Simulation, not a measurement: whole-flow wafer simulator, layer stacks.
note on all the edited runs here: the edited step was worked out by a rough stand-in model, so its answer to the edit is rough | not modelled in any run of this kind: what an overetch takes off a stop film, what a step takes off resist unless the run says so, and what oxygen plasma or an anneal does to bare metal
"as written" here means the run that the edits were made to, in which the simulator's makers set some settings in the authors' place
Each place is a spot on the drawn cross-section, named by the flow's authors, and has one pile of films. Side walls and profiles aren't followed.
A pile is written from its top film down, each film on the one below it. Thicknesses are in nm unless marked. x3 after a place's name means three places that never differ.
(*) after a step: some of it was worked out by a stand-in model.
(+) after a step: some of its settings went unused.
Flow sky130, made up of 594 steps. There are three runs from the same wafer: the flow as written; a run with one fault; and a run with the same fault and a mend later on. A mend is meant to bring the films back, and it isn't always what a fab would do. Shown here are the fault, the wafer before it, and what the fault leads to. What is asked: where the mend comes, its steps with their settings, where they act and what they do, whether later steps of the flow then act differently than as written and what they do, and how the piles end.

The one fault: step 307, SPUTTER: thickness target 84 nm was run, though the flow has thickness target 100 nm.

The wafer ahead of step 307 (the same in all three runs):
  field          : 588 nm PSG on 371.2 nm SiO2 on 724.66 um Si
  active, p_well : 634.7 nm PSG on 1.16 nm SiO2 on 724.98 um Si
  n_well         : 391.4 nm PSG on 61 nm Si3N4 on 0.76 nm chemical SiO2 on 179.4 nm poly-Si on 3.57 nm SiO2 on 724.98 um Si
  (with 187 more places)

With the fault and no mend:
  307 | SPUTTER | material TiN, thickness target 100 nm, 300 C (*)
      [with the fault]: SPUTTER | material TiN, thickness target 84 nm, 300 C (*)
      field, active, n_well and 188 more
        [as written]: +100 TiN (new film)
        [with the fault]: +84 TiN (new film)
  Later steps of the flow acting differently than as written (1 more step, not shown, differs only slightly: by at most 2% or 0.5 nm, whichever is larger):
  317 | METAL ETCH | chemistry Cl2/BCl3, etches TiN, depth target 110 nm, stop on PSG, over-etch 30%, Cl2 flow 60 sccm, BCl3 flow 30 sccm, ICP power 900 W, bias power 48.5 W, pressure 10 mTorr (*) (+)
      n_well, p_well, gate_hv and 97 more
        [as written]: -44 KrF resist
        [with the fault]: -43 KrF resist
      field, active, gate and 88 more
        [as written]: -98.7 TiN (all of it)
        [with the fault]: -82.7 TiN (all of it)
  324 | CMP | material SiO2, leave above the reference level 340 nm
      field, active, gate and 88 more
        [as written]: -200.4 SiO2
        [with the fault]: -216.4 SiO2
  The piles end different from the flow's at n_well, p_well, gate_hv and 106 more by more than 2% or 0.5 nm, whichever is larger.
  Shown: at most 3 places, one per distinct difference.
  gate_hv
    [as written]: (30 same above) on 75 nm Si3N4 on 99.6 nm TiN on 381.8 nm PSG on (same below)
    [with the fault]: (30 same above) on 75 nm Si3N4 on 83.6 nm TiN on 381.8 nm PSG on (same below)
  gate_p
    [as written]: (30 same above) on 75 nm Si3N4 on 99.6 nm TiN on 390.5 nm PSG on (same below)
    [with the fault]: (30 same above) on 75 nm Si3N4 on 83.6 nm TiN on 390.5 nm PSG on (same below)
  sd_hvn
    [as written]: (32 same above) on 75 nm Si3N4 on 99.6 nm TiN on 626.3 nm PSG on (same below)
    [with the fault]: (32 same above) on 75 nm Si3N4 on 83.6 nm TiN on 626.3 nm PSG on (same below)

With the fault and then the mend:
  After step 307 comes the mend.
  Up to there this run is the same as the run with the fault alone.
  307a | SPUTTER | material TiN, thickness target 16 nm, 300 C (*) (the flow's step 307 again, with other settings)
      field, active, n_well and 188 more
        +16 TiN
  None of the later steps of the flow differs from how it acts as written, at any place that is followed, by more than 2% or 0.5 nm, whichever is larger.
  At every place that both follow, the piles at the end match the flow's.
